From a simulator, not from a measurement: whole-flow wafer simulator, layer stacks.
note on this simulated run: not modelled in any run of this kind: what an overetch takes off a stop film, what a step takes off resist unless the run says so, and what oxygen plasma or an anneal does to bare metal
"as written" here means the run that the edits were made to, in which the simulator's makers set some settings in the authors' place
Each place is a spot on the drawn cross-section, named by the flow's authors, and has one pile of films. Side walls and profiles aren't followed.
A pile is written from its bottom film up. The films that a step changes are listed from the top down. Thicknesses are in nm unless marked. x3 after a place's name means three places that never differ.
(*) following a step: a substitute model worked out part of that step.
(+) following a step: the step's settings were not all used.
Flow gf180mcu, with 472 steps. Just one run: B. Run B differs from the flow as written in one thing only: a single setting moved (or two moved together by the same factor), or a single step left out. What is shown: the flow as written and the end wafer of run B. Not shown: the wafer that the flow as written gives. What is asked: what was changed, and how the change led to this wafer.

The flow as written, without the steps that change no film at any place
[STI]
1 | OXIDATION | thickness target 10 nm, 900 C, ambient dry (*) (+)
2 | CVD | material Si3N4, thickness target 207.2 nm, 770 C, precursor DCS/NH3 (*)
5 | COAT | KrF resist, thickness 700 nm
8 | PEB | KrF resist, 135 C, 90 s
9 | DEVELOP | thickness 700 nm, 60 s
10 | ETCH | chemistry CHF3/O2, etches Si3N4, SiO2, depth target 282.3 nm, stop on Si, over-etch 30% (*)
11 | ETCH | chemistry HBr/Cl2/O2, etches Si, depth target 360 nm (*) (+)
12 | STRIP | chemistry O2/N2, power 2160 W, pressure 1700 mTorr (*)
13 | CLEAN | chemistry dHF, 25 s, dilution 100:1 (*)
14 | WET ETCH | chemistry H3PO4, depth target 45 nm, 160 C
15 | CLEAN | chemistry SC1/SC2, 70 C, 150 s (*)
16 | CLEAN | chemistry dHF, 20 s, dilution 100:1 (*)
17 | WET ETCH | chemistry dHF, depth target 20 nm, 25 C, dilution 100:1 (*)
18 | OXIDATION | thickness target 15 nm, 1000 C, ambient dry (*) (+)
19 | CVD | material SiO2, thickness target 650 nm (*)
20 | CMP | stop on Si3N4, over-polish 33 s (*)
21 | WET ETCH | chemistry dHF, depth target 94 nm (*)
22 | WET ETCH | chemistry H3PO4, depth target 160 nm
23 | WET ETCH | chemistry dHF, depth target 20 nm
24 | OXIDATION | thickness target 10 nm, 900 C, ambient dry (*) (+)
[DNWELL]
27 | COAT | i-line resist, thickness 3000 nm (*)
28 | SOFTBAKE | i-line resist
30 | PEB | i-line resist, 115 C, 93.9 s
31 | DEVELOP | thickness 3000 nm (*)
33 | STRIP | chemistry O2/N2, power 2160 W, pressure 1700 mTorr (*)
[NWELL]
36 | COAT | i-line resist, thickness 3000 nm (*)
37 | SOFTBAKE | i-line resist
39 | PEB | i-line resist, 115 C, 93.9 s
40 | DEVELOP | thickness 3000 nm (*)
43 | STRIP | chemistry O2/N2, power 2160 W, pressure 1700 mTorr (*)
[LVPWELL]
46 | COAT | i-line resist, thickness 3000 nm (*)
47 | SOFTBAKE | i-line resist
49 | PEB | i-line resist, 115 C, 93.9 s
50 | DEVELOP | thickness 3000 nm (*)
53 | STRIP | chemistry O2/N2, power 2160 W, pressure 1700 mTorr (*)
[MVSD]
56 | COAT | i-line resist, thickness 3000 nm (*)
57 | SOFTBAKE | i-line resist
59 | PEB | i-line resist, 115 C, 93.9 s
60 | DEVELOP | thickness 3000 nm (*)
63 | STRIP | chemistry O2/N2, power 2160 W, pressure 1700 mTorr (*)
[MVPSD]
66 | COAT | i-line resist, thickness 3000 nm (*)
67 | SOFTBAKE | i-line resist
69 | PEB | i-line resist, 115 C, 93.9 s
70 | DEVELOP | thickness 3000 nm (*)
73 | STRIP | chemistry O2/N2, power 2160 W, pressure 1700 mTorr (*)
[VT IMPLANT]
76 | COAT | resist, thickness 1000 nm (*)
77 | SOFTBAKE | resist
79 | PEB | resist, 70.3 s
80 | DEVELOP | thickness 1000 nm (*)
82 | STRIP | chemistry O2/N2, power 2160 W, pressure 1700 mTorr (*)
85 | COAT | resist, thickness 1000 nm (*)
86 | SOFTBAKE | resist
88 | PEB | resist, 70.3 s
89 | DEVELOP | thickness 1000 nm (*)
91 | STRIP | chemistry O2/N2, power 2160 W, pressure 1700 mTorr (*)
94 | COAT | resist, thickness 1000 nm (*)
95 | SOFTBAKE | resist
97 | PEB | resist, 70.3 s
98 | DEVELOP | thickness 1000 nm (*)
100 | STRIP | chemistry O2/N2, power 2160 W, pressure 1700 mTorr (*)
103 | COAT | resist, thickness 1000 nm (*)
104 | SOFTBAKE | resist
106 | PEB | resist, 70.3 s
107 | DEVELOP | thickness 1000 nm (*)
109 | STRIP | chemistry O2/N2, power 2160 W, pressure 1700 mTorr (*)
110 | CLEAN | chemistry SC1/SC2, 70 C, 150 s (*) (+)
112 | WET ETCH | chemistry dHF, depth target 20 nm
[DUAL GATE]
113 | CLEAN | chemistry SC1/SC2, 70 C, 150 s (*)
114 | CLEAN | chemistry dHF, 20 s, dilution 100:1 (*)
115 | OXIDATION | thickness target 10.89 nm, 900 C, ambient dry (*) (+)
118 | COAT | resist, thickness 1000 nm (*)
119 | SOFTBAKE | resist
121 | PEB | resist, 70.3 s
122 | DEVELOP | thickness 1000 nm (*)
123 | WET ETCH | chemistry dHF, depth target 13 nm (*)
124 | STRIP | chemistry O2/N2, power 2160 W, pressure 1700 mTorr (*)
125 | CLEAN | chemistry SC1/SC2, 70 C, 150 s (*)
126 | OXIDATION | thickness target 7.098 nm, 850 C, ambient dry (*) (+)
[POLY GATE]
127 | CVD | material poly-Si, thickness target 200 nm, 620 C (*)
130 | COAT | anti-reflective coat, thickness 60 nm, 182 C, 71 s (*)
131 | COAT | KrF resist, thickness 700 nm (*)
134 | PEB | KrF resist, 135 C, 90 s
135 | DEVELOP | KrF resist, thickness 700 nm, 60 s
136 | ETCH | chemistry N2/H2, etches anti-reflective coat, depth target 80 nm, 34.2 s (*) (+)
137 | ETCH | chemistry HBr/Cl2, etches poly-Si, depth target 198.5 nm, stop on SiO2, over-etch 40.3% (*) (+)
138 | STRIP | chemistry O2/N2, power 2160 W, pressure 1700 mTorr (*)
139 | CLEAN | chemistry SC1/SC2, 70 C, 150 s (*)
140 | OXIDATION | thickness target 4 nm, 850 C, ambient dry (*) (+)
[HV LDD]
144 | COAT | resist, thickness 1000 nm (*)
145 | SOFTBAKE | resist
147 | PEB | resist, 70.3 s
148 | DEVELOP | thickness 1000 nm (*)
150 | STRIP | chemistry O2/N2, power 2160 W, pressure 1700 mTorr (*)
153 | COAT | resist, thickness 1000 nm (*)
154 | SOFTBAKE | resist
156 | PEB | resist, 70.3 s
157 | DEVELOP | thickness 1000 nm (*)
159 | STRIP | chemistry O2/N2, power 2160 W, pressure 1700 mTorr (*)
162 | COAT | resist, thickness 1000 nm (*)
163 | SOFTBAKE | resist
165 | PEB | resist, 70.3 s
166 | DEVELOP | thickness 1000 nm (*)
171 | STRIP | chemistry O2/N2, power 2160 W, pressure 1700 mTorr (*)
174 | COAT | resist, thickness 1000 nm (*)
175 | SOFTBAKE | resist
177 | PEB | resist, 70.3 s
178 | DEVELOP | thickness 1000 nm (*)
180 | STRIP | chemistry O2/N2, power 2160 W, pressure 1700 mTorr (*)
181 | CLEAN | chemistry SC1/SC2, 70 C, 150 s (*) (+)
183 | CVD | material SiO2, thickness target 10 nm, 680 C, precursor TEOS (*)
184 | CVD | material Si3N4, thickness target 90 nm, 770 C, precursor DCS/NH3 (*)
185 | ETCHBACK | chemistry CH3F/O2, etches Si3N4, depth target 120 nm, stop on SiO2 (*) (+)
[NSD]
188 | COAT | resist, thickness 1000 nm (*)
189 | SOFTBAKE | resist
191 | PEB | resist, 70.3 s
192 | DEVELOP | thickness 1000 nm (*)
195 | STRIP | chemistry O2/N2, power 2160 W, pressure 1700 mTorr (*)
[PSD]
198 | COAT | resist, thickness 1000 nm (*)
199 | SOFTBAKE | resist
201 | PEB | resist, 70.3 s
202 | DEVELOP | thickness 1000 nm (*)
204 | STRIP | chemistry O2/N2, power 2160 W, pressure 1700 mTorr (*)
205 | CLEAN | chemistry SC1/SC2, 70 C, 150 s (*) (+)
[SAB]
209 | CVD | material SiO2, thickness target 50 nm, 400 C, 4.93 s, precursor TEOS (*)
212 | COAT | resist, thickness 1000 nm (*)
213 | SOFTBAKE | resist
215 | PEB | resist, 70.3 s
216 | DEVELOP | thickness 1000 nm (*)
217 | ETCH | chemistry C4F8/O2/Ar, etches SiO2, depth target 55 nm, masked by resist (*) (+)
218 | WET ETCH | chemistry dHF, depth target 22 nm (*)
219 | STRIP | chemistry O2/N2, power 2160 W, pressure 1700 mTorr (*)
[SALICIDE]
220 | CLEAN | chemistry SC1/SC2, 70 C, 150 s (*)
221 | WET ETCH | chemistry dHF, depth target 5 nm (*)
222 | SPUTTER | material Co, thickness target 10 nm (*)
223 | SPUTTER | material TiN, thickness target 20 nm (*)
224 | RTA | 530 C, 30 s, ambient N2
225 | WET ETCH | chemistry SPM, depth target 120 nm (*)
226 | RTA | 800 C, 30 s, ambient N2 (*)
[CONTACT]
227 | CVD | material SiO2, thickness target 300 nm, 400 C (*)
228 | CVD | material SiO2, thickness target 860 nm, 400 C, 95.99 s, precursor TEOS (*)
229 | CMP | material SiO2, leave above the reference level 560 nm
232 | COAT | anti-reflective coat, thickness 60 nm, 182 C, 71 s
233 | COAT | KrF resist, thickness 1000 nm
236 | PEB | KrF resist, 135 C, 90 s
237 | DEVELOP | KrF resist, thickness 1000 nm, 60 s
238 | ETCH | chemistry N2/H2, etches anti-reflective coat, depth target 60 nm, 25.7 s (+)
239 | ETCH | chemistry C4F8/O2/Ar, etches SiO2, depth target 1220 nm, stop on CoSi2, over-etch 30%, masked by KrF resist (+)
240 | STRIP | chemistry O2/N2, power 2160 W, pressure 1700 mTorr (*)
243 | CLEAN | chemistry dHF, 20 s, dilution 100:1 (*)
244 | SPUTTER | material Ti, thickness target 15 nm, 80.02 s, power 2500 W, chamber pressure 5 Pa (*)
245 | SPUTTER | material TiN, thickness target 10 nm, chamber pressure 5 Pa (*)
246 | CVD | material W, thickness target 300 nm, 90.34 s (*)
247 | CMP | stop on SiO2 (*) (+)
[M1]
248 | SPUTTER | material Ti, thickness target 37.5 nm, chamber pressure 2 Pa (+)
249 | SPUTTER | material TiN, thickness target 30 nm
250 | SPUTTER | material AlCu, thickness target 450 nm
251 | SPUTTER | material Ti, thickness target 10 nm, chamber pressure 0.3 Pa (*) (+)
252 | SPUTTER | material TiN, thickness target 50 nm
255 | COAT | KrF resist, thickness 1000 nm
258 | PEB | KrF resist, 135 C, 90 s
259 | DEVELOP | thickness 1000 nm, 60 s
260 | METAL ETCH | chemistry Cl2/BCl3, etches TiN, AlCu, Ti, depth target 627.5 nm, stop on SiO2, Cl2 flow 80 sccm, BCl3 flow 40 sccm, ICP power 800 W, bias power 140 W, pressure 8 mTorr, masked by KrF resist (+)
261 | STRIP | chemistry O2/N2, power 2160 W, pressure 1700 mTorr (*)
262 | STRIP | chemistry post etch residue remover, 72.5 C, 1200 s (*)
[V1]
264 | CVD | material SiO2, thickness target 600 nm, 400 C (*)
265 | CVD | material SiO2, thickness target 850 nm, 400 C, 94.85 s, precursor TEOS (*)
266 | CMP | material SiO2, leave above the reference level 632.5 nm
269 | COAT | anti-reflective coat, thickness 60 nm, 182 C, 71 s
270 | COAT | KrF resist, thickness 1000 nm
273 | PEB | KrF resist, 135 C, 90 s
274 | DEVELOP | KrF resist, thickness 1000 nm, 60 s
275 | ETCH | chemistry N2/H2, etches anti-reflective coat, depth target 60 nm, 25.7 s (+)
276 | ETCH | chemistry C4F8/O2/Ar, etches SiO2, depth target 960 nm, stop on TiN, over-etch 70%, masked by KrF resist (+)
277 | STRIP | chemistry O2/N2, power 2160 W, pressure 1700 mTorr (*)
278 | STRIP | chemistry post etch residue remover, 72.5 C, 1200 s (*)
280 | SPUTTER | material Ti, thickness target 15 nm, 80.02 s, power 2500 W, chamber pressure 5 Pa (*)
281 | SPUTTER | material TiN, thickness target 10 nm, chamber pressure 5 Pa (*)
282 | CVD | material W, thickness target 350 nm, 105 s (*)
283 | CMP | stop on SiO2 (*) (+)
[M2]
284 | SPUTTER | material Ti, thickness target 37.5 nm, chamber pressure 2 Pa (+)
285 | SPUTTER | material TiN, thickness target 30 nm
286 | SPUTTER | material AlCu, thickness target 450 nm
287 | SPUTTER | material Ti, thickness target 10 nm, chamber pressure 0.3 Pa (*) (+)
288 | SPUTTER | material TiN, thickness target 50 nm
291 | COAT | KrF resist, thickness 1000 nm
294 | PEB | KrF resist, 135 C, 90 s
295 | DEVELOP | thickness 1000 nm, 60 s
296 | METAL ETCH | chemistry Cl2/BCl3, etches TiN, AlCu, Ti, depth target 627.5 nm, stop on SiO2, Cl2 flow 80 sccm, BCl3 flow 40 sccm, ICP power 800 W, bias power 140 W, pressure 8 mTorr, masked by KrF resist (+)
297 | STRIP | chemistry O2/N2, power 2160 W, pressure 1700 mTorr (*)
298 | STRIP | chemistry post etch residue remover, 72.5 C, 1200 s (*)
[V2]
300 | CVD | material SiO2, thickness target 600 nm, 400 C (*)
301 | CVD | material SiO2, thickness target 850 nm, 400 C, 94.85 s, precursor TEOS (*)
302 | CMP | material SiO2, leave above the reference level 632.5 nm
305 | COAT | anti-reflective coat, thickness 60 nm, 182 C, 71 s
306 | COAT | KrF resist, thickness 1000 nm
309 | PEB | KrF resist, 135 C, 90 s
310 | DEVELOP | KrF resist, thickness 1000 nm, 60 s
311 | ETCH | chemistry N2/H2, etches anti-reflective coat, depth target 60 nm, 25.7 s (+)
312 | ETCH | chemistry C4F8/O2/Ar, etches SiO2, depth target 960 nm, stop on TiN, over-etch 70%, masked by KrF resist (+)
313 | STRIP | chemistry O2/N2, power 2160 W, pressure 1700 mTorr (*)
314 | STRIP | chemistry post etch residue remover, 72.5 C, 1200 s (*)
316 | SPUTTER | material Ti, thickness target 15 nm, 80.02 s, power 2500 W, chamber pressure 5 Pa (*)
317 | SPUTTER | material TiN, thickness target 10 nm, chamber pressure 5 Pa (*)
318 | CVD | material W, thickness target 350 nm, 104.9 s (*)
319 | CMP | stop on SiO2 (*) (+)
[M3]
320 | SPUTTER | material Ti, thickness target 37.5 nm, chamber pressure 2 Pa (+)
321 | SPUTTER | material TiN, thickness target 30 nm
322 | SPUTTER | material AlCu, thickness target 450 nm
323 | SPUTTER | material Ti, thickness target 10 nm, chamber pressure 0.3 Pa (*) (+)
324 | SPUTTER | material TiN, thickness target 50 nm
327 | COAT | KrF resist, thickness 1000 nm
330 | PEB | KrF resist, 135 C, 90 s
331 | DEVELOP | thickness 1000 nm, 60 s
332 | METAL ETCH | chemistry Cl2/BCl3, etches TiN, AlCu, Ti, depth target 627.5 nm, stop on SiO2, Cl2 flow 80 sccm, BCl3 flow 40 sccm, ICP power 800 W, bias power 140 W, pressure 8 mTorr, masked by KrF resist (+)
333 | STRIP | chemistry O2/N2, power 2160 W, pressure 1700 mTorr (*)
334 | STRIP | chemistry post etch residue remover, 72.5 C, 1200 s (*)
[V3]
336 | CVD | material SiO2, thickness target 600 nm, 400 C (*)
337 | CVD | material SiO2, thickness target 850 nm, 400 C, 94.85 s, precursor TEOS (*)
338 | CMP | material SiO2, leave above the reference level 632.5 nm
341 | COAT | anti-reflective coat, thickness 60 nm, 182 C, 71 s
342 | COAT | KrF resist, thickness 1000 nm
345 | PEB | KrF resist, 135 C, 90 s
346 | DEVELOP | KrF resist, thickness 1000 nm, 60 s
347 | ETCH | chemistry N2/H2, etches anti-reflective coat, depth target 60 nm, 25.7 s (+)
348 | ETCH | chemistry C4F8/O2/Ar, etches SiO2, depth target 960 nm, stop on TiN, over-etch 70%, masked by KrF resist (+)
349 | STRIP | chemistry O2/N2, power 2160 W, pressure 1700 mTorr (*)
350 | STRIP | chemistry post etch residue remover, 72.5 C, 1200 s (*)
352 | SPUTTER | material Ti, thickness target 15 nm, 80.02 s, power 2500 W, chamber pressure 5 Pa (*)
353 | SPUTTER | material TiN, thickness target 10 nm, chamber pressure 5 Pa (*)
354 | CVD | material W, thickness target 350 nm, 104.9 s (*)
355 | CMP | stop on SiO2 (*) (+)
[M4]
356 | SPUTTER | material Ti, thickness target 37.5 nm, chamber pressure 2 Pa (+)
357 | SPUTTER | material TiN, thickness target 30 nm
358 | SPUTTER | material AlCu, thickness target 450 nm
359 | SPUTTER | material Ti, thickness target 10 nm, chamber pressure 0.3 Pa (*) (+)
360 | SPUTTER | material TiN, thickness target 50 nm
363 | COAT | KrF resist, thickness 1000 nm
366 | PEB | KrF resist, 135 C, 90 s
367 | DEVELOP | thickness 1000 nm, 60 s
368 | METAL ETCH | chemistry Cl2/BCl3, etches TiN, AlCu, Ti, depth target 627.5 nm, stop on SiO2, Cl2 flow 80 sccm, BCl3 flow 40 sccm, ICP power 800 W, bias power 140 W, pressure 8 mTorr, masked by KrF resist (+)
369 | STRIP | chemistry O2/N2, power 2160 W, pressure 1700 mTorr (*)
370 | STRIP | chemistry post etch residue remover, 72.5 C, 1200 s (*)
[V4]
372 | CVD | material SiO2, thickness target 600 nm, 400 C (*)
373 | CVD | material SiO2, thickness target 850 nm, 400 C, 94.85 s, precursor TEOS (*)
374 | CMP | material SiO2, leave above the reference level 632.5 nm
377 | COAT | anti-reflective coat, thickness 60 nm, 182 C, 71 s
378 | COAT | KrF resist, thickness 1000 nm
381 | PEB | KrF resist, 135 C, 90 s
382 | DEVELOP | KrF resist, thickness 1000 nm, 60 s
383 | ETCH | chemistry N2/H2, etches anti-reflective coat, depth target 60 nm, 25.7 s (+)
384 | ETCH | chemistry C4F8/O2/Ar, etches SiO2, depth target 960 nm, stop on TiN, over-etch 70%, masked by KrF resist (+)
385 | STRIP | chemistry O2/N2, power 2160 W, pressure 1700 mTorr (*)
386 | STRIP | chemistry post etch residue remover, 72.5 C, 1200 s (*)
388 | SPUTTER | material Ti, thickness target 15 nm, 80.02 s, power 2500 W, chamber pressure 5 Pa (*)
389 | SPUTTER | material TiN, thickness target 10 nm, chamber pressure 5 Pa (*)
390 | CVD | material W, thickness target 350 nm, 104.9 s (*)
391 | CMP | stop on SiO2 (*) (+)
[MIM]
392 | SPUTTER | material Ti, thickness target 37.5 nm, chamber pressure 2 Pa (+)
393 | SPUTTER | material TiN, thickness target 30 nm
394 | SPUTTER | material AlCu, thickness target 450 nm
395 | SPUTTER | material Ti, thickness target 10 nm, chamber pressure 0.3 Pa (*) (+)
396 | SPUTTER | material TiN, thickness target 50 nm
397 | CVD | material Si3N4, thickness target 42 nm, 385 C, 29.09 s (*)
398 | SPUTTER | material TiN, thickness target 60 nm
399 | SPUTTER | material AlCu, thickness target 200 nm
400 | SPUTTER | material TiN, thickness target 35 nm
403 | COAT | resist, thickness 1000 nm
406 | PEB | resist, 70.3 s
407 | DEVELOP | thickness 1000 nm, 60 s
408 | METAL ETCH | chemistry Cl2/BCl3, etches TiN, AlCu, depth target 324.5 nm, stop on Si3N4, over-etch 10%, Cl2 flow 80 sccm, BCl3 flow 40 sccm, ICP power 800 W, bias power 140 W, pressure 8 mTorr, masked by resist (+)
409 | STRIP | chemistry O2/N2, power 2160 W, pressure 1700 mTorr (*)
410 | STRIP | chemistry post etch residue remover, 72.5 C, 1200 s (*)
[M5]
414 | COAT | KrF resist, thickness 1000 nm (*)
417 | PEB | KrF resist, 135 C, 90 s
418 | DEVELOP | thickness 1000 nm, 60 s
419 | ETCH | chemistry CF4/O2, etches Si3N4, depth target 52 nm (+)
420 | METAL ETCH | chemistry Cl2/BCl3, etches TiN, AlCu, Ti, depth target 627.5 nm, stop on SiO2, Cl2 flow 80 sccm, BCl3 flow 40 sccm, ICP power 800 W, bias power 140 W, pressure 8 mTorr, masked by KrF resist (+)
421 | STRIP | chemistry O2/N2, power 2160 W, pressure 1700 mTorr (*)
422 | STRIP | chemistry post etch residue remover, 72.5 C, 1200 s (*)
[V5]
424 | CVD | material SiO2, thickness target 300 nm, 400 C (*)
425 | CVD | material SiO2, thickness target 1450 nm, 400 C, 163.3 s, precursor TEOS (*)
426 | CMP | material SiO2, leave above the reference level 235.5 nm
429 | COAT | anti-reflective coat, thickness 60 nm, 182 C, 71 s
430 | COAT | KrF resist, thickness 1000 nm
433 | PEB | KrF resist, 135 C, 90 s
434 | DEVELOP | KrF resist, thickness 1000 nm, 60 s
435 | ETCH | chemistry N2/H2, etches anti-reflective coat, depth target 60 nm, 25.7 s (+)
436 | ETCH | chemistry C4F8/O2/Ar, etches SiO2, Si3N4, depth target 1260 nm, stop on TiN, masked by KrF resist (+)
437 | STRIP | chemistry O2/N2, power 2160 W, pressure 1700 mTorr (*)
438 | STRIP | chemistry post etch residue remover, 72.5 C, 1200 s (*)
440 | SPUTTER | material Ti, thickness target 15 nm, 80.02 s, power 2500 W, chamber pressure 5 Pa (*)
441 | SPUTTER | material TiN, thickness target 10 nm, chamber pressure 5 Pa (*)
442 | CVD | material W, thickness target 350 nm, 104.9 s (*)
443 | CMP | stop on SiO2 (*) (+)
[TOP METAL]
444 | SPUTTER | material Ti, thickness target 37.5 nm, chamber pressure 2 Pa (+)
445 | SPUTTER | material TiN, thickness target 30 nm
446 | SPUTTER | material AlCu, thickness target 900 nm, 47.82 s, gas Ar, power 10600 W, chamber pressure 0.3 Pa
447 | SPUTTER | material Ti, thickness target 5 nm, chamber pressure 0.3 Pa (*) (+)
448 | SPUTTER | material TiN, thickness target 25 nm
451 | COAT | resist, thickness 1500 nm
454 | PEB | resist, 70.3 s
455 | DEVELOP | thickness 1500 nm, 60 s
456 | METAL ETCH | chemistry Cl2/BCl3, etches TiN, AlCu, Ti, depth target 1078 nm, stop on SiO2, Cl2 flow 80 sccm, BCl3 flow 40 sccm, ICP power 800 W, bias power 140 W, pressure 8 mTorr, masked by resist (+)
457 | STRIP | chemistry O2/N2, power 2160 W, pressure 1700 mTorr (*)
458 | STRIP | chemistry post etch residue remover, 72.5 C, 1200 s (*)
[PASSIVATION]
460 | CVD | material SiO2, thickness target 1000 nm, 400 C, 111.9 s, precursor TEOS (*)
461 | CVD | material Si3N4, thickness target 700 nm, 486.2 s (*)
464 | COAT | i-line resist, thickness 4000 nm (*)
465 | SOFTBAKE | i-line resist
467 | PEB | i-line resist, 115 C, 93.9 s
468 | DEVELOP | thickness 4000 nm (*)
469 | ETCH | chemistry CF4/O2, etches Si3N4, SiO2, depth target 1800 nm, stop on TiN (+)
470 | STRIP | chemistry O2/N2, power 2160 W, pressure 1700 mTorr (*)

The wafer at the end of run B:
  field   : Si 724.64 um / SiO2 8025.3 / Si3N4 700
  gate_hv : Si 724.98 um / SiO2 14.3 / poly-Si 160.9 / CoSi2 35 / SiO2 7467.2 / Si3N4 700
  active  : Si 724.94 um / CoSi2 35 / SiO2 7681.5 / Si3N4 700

The reason: step 229, CMP: leave above the reference level 358 nm was run, while the flow as written has leave above the reference level 560 nm.

The path from the change to this, step by step:
  229 | CMP | material SiO2, leave above the reference level 560 nm
      gate_hv, gate_nat, ld_gate_n and 11 more: -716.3 SiO2 (it would be, as written: -514.3 SiO2)
      ldn_sep__w1, ldn_sep__w2, ldn_dft and 8 more: -513 SiO2 (it would be, as written: -311 SiO2)
      (as well as at 86 more places)
  239 | ETCH | chemistry C4F8/O2/Ar, etches SiO2, depth target 1220 nm, stop on CoSi2, over-etch 30%, masked by KrF resist (+)
      field, field__w1, field__w2 and 105 more: -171 KrF resist (it would be, as written: -223.5 KrF resist)
      polyc_n, polyc_p: -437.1 SiO2 (all of it) (it would be, as written: -639.1 SiO2 (all of it))
      (as well as at 1 more place)
  240 | STRIP | chemistry O2/N2, power 2160 W, pressure 1700 mTorr (*)
      field, field__w1, field__w2 and 105 more: -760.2 KrF resist (all of it), -60 anti-reflective coat (all of it) (it would be, as written: -707.7 KrF resist (all of it), -60 anti-reflective coat (all of it))
  244 | SPUTTER | material Ti, thickness target 15 nm, 80.02 s, power 2500 W, chamber pressure 5 Pa (*)
      contact: +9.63 Ti (new film) (it would be, as written: +8.55 Ti (new film))
  245 | SPUTTER | material TiN, thickness target 10 nm, chamber pressure 5 Pa (*)
      contact: +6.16 TiN (new film) (it would be, as written: +5.48 TiN (new film))
  246 | CVD | material W, thickness target 300 nm, 90.34 s (*)
      polyc_n, polyc_p: +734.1 W (new film) (it would be, as written: +936.1 W (new film))
      contact: +963.8 W (new film) (it would be, as written: +1167.5 W (new film))
